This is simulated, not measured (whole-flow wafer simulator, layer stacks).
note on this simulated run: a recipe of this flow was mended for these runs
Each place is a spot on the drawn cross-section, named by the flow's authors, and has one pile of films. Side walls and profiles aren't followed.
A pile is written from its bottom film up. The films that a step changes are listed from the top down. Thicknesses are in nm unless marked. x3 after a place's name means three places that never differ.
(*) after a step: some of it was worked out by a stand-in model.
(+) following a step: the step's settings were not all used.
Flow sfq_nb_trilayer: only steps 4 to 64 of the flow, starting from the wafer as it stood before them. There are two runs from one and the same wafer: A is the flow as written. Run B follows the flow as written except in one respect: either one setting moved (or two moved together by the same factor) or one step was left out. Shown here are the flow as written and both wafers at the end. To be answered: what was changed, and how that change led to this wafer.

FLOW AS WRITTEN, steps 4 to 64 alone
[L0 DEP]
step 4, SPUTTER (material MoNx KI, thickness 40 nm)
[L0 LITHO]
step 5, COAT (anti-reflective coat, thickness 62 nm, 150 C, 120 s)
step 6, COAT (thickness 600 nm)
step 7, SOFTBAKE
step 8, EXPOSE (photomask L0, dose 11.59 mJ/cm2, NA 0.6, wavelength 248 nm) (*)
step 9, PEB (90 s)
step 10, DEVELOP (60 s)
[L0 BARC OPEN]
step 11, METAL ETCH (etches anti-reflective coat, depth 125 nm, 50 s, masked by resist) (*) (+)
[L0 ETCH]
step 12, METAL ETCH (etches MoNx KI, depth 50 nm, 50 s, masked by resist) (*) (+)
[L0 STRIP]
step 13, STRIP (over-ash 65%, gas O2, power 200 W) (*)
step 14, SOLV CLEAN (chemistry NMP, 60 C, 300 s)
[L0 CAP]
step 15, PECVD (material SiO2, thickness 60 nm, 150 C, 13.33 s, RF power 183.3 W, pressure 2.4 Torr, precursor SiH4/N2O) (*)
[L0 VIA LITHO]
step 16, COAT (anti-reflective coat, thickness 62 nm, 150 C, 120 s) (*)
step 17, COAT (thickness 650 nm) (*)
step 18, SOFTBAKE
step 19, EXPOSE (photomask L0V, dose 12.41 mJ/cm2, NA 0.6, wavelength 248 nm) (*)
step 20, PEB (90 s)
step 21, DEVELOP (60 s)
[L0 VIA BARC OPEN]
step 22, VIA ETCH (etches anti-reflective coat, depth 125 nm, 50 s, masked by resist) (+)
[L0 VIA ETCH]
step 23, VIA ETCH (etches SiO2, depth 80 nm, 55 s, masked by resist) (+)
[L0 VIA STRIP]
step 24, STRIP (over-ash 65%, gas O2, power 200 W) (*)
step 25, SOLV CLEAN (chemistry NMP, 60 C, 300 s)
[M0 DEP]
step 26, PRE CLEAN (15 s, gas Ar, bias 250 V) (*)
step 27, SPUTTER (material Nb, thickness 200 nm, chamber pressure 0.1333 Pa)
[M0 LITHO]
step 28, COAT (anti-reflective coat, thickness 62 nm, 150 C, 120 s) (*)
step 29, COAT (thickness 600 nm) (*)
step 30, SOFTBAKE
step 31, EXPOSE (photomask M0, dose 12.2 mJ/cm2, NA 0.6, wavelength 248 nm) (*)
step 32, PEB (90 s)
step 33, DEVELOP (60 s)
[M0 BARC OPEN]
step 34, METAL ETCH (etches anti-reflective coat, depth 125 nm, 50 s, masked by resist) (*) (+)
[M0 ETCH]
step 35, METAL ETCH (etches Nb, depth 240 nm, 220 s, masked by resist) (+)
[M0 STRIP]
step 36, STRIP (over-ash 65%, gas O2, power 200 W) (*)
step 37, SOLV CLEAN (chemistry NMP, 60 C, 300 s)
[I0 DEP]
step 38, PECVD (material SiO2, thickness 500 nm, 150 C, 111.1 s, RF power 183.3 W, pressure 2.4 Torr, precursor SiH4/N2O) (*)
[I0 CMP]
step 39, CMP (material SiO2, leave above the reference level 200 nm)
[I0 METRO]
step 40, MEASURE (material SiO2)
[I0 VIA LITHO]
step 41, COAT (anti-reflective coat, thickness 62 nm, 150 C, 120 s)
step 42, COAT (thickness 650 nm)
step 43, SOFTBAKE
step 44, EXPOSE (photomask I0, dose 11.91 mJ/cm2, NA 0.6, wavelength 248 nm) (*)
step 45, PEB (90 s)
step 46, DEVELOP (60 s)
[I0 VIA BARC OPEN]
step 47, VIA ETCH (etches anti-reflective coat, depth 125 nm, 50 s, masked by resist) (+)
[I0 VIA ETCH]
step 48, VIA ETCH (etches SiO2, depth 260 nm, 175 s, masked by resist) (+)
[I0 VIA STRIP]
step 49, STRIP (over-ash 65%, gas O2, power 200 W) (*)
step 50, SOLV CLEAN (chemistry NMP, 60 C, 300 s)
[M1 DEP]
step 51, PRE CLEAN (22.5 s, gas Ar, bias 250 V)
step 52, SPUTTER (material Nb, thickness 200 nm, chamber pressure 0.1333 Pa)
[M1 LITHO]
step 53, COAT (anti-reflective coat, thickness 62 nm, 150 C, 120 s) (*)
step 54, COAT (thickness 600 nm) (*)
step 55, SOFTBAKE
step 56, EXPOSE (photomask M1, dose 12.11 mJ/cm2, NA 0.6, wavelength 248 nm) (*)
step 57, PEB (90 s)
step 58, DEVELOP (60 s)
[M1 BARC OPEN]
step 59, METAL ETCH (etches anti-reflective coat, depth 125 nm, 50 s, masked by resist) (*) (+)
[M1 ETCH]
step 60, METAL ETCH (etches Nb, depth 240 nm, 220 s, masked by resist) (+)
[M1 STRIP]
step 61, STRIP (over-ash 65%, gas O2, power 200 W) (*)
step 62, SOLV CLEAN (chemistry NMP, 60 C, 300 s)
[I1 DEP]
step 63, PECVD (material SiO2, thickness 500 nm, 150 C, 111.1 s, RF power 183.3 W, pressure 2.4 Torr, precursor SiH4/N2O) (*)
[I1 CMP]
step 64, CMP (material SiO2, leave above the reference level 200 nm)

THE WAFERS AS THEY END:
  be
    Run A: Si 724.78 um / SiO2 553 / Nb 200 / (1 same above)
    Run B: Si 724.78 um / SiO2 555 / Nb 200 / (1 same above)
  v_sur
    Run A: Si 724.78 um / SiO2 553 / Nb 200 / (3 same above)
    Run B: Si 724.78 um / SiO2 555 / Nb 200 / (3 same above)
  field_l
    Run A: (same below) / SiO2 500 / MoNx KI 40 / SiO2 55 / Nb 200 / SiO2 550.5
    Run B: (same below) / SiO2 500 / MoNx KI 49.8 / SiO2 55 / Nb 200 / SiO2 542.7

Cause: step 4, SPUTTER: thickness 49.75 nm was run, whereas the flow has thickness 40 nm.
The wafer itself shows it: field_l has MoNx KI 49.8, and step 4 as written asks for 40 nm.

How this came from the change, step by step:
  step 4, SPUTTER (material MoNx KI, thickness 40 nm)
      field_l, v_sur, via_wl and 103 more: A MoNx KI gains 40 (new film) | B MoNx KI gains 49.8 (new film)
  step 12, METAL ETCH (etches MoNx KI, depth 50 nm, 50 s, masked by resist) (*) (+)
      v_sur, via_wl, via_w and 97 more: A MoNx KI loses 40 (all of it), SiO2 loses 2 | B MoNx KI loses 49.8 (all of it), SiO2 loses 0.05
  step 16, COAT (anti-reflective coat, thickness 62 nm, 150 C, 120 s) (*)
      field_l: A anti-reflective coat gains 50 (new film) | B anti-reflective coat gains 47.9 (new film)
      v_sur: A anti-reflective coat gains 78.1 (new film) | B anti-reflective coat gains 81.1 (new film)
      (and at 4 other places as well)
  step 24, STRIP (over-ash 65%, gas O2, power 200 W) (*)
      field_l: A KrF-resist-other-grade loses 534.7 (all of it), anti-reflective coat loses 50 (all of it) | B KrF-resist-other-grade loses 533.4 (all of it), anti-reflective coat loses 47.9 (all of it)
      v_sur: A KrF-resist-other-grade loses 544.6 (all of it), anti-reflective coat loses 78.1 (all of it) | B KrF-resist-other-grade loses 545.1 (all of it), anti-reflective coat loses 81.1 (all of it)
      (and at 4 other places as well)
  step 28, COAT (anti-reflective coat, thickness 62 nm, 150 C, 120 s) (*)
      field_l: A anti-reflective coat gains 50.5 (new film) | B anti-reflective coat gains 48.8 (new film)
      v_sur: A anti-reflective coat gains 78.2 (new film) | B anti-reflective coat gains 81.2 (new film)
      (and at 4 other places as well)
  step 36, STRIP (over-ash 65%, gas O2, power 200 W) (*)
      field_l: A KrF-resist-other-grade loses 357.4 (all of it), anti-reflective coat loses 50.5 (all of it) | B KrF-resist-other-grade loses 355.9 (all of it), anti-reflective coat loses 48.8 (all of it)
      v_sur: A KrF-resist-other-grade loses 367.4 (all of it), anti-reflective coat loses 78.2 (all of it) | B KrF-resist-other-grade loses 368.1 (all of it), anti-reflective coat loses 81.2 (all of it)
      (and at 4 other places as well)
  step 39, CMP (material SiO2, leave above the reference level 200 nm)
      field_l, l0_sur, l0r_line_l, l0r_line_c, l0r_line_r: A SiO2 loses 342 | B SiO2 loses 349.8
      l0v: A SiO2 loses 277.4 | B SiO2 loses 285.2
